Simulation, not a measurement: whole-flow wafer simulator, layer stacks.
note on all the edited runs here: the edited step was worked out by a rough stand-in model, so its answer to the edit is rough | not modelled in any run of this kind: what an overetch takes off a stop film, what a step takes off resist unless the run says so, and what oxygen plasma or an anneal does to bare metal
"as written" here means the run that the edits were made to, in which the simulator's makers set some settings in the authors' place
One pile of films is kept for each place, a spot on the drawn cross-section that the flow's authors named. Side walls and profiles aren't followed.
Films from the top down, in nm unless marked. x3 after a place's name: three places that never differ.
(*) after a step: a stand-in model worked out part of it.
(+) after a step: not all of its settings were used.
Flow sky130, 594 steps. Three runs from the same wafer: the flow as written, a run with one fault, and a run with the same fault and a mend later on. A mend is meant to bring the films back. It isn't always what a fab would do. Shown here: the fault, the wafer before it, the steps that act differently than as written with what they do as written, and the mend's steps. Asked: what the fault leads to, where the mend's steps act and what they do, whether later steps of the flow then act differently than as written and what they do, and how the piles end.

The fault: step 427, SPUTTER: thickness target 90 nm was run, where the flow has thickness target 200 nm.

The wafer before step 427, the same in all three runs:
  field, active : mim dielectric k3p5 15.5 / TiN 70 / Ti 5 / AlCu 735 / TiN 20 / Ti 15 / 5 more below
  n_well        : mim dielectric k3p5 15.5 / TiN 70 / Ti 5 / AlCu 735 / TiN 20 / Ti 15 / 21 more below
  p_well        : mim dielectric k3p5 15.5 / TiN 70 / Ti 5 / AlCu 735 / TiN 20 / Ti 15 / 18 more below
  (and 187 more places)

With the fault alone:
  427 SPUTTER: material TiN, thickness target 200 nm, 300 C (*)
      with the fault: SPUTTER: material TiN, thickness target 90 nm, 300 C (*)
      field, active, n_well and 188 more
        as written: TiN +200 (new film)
        with the fault: TiN +90 (new film)
  Later steps of the flow that act differently than as written (2 more steps differ only slightly, by at most 2% or 0.5 nm, whichever is larger, and aren't shown):
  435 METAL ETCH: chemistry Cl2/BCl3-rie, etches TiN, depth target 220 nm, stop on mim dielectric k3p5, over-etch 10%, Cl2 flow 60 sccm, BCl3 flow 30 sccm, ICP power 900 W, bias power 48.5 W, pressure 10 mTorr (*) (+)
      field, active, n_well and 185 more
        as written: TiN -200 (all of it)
        with the fault: TiN -90 (all of it)
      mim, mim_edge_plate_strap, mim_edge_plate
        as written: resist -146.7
        with the fault: resist -66
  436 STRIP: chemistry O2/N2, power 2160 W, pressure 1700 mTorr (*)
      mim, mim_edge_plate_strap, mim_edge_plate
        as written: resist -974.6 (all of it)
        with the fault: resist -1055.3 (all of it)
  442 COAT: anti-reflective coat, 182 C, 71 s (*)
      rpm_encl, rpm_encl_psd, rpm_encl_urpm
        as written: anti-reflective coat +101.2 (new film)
        with the fault: anti-reflective coat +97.8 (new film)
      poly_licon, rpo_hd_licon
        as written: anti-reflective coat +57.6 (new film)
        with the fault: anti-reflective coat +82.3 (new film)
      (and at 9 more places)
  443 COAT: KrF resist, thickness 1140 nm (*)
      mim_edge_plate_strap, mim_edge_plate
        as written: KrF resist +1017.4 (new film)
        with the fault: KrF resist +1127.4 (new film)
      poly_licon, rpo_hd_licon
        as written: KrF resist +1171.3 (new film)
        with the fault: KrF resist +1143.2 (new film)
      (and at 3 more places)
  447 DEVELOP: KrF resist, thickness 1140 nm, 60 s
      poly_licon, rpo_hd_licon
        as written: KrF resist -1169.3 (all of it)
        with the fault: KrF resist -1141.3 (all of it)
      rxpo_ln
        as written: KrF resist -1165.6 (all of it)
        with the fault: KrF resist -1136.7 (all of it)
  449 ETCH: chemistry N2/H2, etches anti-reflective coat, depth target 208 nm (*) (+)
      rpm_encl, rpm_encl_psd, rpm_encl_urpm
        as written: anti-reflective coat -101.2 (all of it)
        with the fault: anti-reflective coat -97.8 (all of it)
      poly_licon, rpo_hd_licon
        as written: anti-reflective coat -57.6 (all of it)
        with the fault: anti-reflective coat -82.3 (all of it)
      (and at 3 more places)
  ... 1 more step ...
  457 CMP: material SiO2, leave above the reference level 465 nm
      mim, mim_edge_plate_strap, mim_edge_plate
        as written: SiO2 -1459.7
        with the fault: SiO2 -1349.7
  At the end the piles differ from the flow's by more than 2% or 0.5 nm, whichever is larger, at mim, mim_edge_plate_strap, mim_edge_plate.
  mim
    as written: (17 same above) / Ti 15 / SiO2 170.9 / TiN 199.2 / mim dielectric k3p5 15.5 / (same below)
    with the fault: (17 same above) / Ti 15 / SiO2 280.9 / TiN 89.2 / mim dielectric k3p5 15.5 / (same below)
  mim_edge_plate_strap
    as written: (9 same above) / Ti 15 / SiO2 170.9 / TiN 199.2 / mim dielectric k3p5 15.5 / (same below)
    with the fault: (9 same above) / Ti 15 / SiO2 280.9 / TiN 89.2 / mim dielectric k3p5 15.5 / (same below)
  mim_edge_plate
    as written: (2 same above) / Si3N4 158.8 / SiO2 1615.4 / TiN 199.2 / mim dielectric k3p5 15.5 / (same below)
    with the fault: (2 same above) / Si3N4 158.8 / SiO2 1725.4 / TiN 89.2 / mim dielectric k3p5 15.5 / (same below)

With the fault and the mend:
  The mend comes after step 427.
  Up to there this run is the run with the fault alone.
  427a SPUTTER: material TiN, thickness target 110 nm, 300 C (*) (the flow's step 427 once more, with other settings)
      field, active, n_well and 188 more
        TiN +110
  No later step of the flow acts differently than as written at any place that is followed.
  At the end the piles are the same as the flow's at every place that both follow.
